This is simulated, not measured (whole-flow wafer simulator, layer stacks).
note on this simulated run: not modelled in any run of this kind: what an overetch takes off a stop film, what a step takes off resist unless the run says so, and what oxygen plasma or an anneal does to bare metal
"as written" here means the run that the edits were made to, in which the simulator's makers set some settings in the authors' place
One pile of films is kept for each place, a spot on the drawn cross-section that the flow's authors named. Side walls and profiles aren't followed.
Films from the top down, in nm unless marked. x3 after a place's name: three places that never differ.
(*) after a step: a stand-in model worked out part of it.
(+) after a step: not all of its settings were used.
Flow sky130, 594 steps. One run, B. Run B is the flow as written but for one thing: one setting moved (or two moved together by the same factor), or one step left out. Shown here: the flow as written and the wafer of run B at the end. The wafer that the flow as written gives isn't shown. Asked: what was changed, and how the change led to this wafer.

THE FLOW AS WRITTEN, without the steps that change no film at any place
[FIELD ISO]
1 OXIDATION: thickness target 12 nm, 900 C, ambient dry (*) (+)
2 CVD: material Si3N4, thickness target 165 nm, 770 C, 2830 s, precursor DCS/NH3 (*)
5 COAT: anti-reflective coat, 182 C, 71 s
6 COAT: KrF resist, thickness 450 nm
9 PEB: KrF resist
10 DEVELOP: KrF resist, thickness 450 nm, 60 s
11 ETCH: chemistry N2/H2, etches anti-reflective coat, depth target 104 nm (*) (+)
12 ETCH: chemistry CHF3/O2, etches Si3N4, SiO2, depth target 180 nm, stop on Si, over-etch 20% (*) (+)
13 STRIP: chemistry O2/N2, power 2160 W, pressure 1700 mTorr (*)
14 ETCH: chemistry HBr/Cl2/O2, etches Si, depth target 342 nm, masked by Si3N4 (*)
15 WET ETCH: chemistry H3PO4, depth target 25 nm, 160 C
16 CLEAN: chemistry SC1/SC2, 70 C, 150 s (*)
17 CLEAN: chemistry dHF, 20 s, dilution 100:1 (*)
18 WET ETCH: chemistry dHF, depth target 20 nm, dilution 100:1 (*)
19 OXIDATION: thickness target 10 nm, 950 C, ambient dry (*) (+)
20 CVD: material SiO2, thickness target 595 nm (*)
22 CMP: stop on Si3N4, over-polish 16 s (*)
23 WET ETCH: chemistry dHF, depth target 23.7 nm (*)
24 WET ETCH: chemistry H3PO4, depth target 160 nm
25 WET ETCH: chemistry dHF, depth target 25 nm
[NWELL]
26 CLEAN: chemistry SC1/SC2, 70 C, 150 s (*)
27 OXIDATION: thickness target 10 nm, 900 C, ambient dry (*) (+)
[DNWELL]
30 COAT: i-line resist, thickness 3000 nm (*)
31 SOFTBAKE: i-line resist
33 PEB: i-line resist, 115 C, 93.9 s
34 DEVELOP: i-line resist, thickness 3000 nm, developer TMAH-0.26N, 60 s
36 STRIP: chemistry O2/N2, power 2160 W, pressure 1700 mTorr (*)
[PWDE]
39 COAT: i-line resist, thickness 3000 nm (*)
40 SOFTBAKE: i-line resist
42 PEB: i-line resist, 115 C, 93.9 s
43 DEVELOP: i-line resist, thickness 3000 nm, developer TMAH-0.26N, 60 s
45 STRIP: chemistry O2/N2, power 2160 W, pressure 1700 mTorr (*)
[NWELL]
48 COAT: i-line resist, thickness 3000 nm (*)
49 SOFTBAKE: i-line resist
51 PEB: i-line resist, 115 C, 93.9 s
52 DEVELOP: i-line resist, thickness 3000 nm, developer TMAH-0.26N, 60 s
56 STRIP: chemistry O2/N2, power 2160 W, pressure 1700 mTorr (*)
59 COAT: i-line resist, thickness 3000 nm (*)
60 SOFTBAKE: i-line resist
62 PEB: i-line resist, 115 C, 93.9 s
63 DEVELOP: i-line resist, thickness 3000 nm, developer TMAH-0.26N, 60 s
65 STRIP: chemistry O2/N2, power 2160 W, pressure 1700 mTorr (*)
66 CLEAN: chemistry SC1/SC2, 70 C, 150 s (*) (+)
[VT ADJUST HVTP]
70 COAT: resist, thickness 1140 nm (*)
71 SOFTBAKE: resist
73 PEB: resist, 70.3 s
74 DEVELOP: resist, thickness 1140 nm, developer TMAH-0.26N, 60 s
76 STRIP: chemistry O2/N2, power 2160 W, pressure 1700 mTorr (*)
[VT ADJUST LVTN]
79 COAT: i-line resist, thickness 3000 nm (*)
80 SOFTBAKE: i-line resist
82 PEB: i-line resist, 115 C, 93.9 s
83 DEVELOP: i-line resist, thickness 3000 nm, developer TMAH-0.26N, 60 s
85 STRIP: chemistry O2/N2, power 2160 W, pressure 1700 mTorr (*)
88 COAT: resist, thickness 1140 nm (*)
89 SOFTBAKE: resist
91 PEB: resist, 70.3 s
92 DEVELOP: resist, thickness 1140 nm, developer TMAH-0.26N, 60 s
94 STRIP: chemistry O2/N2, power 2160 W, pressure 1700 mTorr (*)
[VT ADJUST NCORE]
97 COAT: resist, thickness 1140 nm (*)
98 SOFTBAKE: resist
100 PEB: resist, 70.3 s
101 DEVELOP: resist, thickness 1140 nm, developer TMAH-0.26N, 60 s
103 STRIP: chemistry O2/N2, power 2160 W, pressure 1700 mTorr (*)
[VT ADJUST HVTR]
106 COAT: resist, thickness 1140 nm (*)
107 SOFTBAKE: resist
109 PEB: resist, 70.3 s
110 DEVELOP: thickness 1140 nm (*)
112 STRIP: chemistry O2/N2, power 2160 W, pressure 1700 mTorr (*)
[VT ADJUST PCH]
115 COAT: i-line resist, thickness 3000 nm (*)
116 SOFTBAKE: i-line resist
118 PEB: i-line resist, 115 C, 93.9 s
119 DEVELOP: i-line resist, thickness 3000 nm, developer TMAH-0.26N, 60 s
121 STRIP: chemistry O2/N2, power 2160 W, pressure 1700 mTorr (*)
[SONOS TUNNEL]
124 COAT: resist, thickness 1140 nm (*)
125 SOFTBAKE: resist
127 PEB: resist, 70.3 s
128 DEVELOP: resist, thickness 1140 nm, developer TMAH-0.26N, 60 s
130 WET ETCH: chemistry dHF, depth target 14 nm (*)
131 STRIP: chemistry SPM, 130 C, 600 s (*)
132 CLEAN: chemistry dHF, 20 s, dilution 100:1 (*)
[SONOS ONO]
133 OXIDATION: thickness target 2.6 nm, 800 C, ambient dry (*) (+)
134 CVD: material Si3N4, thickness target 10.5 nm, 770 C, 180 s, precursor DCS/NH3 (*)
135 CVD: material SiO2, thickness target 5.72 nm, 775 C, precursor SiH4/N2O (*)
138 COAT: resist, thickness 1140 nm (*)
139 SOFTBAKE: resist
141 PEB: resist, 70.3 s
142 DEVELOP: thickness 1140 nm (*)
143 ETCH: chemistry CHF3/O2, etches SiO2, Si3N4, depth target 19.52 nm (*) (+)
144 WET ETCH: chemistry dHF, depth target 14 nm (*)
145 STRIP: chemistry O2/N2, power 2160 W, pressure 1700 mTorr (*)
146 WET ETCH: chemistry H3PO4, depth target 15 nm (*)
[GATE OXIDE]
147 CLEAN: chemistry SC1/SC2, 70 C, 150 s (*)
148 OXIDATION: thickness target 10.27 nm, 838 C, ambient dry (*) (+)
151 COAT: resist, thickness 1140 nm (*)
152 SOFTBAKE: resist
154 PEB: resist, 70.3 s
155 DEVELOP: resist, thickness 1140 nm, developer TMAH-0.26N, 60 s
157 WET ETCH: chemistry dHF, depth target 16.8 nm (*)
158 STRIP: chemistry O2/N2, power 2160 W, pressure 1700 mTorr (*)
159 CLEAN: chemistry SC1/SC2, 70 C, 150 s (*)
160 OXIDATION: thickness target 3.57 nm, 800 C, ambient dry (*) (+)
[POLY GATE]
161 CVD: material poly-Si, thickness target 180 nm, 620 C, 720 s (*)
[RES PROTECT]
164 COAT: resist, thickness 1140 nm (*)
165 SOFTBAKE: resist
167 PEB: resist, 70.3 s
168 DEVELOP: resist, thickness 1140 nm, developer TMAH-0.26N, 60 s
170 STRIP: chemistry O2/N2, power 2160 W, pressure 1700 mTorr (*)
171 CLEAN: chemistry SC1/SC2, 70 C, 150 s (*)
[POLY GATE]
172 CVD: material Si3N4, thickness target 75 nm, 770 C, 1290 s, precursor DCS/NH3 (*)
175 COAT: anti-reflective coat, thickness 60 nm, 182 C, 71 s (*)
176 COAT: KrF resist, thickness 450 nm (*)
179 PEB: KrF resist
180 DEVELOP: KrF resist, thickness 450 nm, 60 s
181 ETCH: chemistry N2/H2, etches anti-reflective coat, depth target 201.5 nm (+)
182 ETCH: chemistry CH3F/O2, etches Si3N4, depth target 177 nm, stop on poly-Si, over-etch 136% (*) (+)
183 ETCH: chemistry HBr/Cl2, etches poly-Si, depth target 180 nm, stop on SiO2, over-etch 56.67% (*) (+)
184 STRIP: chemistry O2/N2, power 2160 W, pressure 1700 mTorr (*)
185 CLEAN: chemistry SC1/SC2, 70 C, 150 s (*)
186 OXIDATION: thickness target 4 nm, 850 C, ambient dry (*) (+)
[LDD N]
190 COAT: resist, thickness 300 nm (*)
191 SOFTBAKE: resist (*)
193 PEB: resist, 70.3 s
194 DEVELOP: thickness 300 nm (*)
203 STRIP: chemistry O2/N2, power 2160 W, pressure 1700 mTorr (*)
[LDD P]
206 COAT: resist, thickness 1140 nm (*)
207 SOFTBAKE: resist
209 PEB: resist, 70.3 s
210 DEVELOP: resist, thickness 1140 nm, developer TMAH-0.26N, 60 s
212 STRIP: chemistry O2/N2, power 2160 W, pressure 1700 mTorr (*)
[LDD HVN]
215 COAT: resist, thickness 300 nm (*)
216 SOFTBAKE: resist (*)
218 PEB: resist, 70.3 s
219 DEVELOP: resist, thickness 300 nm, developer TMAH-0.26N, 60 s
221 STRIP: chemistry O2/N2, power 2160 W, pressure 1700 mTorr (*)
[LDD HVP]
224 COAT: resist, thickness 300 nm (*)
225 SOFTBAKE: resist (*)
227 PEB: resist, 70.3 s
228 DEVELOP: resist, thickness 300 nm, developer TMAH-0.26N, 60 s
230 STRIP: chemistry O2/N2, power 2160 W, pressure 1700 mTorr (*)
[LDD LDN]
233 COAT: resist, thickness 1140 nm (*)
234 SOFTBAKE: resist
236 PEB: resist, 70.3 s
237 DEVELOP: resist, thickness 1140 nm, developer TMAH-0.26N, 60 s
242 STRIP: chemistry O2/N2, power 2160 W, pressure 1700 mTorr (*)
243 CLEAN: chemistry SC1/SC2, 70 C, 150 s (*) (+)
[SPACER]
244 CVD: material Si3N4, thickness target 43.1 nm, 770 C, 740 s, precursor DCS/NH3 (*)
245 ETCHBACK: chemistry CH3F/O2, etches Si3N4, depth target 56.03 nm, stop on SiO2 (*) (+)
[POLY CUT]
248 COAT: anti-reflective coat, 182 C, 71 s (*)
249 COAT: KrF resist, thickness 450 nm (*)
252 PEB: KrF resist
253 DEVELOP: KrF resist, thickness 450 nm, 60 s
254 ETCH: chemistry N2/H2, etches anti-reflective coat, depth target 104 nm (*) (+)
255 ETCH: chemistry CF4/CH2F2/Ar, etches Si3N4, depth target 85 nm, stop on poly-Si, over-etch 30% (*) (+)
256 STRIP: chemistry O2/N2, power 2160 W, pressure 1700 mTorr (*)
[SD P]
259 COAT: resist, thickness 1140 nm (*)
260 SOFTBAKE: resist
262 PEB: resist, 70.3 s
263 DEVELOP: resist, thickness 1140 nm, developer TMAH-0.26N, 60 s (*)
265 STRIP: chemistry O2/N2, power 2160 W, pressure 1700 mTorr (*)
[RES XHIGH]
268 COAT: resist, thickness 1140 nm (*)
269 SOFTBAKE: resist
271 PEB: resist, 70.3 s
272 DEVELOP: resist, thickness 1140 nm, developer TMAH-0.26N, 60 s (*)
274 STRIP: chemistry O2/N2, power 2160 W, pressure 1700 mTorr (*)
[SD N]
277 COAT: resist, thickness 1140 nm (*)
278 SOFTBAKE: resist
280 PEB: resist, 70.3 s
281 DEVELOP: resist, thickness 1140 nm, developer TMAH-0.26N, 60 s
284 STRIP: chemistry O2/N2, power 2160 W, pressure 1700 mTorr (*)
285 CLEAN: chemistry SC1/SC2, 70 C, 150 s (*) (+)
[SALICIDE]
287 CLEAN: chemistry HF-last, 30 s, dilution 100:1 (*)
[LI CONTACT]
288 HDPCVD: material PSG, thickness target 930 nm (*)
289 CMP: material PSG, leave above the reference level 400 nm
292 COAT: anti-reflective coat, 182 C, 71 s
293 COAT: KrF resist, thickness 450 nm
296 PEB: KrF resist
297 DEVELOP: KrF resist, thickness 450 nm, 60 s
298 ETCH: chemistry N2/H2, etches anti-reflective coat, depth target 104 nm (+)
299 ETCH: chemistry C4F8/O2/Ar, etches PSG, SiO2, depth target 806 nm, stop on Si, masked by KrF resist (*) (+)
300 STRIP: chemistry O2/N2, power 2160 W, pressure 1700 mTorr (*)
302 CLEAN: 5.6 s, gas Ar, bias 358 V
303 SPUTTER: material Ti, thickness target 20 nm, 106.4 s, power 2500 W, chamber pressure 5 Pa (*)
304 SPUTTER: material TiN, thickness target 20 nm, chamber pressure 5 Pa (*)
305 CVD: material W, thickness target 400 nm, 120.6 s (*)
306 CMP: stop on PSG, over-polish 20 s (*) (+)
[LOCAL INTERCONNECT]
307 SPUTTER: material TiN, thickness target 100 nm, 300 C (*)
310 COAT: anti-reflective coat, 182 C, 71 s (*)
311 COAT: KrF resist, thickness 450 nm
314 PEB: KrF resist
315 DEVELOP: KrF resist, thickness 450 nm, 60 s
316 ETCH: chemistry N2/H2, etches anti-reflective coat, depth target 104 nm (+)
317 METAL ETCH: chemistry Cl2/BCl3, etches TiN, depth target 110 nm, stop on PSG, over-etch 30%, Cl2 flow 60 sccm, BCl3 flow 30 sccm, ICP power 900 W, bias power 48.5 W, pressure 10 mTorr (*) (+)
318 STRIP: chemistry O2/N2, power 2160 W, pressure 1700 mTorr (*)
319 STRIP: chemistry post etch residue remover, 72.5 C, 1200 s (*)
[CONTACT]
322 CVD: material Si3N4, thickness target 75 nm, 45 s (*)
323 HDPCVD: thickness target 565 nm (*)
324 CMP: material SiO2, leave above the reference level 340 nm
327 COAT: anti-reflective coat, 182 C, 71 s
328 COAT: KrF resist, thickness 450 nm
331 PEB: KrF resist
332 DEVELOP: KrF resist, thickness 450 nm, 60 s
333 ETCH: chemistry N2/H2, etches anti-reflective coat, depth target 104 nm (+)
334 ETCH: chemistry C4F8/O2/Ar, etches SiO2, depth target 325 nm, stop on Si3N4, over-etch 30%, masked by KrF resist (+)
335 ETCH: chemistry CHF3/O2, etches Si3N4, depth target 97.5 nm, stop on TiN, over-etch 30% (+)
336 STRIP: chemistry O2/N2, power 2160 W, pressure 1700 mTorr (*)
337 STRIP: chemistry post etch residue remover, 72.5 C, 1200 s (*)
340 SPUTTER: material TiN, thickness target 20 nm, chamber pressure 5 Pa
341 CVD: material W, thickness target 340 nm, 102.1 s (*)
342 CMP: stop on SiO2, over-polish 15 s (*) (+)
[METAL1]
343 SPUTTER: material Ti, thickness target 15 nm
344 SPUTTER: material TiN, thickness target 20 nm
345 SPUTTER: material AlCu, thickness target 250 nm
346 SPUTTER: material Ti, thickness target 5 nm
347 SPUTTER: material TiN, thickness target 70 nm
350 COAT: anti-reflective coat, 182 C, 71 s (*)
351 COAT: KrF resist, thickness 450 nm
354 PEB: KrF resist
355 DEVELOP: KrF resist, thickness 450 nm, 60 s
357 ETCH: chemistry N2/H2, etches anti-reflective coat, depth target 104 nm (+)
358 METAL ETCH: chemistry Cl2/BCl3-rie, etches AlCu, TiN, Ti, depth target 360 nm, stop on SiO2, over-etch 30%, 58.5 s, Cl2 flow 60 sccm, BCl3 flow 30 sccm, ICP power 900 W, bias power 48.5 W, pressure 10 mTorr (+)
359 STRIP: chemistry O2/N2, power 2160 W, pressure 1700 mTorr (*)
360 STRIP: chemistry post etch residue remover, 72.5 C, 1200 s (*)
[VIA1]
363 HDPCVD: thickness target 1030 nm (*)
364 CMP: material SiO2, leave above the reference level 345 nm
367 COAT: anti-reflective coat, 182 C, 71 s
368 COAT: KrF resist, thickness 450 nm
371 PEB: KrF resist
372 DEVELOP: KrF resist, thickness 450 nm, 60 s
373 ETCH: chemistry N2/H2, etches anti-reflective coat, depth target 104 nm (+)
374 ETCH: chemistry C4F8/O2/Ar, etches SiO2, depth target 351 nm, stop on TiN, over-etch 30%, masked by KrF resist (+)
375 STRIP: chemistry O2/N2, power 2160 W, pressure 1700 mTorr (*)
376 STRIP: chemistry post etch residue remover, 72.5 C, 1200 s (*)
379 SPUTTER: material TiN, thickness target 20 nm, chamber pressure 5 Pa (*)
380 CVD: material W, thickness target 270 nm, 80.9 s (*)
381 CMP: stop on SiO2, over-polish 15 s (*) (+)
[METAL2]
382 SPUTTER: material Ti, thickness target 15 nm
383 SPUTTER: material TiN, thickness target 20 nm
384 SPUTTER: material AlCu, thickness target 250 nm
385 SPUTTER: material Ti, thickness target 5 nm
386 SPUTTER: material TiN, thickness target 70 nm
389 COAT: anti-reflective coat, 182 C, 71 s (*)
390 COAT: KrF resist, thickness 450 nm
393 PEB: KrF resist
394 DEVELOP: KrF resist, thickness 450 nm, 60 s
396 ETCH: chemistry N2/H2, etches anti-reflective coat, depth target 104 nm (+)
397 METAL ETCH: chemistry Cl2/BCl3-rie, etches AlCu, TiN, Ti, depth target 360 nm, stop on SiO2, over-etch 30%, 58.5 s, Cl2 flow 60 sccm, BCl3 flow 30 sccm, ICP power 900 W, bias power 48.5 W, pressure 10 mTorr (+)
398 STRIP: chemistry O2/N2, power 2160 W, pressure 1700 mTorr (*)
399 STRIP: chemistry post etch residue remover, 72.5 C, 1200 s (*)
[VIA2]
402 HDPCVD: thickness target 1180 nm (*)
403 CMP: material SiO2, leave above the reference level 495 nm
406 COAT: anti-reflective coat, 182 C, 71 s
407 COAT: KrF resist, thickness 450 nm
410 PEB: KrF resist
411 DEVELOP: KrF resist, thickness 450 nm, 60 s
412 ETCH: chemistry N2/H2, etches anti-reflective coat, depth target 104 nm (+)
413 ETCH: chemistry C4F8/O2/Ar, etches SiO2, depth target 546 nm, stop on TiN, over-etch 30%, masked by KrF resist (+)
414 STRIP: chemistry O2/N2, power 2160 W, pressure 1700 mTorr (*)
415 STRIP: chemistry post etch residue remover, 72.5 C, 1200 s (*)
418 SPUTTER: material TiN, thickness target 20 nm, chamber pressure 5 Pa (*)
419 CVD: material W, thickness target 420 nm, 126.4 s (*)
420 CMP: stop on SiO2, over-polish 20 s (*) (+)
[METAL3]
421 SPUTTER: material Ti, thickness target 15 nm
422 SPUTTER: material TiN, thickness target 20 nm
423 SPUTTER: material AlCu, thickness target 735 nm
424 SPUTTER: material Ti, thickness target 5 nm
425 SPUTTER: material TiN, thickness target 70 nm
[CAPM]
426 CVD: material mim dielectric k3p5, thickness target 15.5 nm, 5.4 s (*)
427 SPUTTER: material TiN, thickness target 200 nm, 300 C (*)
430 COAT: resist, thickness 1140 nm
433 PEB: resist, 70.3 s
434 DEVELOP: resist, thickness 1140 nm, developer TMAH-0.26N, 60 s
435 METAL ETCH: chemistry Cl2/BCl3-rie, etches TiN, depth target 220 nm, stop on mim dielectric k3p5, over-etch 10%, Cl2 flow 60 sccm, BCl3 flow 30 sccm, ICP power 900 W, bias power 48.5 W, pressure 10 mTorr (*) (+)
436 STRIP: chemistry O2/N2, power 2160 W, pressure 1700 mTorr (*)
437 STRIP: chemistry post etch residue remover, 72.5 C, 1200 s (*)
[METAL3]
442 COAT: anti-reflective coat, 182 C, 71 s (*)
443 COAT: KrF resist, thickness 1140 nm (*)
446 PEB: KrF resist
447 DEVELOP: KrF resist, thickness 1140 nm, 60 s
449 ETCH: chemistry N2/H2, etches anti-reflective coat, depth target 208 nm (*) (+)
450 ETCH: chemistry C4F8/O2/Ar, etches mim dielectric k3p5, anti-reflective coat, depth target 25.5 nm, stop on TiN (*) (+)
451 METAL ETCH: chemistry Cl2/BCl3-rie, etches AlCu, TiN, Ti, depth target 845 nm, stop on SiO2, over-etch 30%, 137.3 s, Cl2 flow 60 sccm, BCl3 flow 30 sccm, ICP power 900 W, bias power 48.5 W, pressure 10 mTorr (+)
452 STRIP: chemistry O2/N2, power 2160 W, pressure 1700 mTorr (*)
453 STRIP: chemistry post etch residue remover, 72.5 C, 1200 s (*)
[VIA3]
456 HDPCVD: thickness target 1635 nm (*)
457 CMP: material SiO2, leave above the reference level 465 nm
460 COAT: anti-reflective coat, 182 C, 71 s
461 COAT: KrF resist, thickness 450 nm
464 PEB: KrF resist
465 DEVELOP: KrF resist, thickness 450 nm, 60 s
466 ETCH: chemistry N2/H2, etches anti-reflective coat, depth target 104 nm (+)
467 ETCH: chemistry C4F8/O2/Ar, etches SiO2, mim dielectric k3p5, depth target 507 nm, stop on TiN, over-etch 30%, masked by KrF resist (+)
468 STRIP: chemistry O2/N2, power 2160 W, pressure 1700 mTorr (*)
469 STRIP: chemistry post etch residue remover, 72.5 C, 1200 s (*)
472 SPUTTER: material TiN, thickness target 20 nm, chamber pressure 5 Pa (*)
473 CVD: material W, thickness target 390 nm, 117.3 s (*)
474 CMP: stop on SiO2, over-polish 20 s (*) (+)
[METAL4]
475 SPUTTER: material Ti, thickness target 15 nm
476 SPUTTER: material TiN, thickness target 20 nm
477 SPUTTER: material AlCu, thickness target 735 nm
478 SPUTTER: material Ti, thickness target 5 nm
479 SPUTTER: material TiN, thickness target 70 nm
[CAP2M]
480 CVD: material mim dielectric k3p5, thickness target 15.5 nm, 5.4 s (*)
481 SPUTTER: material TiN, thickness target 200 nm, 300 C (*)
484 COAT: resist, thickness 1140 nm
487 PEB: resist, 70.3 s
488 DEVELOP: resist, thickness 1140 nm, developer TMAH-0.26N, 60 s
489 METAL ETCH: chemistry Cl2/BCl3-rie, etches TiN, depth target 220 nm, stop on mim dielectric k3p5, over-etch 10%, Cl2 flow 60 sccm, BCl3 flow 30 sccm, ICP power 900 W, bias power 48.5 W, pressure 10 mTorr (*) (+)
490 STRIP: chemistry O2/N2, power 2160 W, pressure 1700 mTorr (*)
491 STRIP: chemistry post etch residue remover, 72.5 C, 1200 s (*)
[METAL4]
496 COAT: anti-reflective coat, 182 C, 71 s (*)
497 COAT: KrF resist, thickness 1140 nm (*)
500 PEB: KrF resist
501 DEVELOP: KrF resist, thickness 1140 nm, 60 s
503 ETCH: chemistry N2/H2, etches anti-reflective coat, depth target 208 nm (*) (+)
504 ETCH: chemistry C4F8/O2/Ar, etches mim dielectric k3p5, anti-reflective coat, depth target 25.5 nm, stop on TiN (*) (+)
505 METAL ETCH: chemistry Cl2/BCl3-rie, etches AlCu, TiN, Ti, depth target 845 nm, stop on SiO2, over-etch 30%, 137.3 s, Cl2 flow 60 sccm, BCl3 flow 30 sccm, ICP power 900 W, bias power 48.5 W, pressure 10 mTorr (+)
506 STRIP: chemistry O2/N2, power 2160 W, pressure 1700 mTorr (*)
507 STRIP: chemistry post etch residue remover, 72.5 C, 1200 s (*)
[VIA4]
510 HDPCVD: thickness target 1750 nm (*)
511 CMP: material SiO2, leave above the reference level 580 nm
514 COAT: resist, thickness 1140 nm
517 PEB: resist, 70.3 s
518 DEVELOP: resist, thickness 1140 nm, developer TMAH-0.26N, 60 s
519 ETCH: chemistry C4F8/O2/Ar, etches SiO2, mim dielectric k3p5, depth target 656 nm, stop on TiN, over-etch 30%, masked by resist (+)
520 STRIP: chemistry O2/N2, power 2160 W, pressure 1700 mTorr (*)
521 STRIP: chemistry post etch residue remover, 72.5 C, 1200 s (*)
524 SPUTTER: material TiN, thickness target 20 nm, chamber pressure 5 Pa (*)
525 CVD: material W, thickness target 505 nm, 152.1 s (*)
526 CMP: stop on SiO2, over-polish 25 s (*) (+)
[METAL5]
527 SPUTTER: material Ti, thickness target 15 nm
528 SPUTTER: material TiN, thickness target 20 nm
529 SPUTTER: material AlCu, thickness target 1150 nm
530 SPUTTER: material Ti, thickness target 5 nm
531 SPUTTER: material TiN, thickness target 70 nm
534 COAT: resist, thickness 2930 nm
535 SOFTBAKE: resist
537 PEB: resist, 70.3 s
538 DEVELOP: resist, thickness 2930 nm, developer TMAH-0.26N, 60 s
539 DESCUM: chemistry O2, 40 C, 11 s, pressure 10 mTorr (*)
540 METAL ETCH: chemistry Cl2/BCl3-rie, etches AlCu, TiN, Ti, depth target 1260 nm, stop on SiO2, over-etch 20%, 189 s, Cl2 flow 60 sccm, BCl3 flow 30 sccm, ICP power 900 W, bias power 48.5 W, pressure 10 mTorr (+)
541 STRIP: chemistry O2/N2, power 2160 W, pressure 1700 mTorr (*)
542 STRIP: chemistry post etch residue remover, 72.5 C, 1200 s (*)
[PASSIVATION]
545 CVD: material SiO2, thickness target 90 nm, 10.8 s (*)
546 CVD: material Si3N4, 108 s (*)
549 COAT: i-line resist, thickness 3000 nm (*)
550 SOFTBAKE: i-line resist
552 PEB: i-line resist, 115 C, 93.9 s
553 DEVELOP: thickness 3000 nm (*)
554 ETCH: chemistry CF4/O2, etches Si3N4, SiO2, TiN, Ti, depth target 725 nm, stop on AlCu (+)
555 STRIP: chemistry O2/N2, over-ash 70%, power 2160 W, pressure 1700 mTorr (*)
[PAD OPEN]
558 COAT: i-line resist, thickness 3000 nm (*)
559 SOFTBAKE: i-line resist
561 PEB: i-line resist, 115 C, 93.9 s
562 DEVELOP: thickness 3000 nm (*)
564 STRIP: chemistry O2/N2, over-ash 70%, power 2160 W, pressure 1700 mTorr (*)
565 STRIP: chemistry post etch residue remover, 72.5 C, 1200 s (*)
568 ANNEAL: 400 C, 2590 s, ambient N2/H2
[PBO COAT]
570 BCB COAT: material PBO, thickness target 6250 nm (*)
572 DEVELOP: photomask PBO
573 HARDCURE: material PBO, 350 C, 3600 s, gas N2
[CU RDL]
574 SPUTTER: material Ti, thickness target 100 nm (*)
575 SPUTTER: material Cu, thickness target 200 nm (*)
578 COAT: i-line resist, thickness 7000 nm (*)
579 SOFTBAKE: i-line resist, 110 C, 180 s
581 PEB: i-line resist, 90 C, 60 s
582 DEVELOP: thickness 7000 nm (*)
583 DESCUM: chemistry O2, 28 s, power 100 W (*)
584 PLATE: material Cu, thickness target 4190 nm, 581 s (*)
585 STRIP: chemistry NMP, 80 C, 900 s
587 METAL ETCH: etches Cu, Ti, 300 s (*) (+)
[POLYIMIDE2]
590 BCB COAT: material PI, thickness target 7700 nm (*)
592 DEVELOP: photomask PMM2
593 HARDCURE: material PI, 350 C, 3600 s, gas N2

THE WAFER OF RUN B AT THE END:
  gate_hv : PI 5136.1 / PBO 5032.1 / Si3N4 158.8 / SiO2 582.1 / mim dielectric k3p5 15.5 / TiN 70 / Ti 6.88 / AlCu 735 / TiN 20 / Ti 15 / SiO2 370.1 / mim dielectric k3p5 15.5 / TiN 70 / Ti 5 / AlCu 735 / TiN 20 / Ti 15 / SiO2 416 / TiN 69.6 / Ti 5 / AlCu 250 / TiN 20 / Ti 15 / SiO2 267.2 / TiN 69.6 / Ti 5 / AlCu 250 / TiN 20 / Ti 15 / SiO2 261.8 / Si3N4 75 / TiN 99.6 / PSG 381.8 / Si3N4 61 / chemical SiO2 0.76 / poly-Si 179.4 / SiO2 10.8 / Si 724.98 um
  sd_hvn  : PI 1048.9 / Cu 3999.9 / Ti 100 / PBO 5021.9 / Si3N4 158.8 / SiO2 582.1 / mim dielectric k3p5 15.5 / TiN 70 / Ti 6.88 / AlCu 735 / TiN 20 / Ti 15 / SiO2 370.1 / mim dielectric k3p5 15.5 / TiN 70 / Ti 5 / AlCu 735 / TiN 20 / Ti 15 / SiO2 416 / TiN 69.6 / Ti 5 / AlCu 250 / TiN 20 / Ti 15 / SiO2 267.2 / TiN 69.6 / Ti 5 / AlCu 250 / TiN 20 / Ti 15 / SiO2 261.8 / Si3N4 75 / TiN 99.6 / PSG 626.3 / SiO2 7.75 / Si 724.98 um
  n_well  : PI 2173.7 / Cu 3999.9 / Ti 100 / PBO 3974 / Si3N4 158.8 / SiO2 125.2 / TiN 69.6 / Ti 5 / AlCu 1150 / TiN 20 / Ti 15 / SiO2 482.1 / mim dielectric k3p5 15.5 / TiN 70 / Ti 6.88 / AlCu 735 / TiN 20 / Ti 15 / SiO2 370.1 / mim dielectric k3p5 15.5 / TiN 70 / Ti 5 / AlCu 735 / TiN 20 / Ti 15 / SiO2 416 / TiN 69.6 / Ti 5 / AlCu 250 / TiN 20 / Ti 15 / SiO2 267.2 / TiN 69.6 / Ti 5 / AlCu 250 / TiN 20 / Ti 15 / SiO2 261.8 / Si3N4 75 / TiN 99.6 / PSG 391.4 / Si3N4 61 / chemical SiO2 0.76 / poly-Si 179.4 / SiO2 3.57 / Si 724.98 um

The cause: step 478, SPUTTER: thickness target 6.88 nm was run, where the flow has thickness target 5 nm.
It can be read off the wafer: gate_hv has Ti 6.88, and step 478 as written asks for 5 nm.

How the change led to this, step by step:
  478 SPUTTER: material Ti, thickness target 5 nm
      field, active, n_well and 189 more: Ti +6.88 (new film) (as written it would be: Ti +5 (new film))
  505 METAL ETCH: chemistry Cl2/BCl3-rie, etches AlCu, TiN, Ti, depth target 845 nm, stop on SiO2, over-etch 30%, 137.3 s, Cl2 flow 60 sccm, BCl3 flow 30 sccm, ICP power 900 W, bias power 48.5 W, pressure 10 mTorr (+)
      field, gate, spacer and 68 more: TiN -70 (all of it), Ti -6.88 (all of it), AlCu -735 (all of it), TiN -20 (all of it), Ti -15 (all of it), SiO2 -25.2 (as written it would be: TiN -70 (all of it), Ti -5 (all of it), AlCu -735 (all of it), TiN -20 (all of it), Ti -15 (all of it), SiO2 -25.4)
      active, vpp_iso1, mim_edge_plate and 14 more: TiN -70 (all of it), Ti -6.88 (all of it), AlCu -735 (all of it), TiN -20 (all of it), Ti -15 (all of it), SiO2 -25.2 (as written it would be: TiN -70 (all of it), Ti -5 (all of it), AlCu -735 (all of it), TiN -20 (all of it), Ti -15 (all of it), SiO2 -25.3)
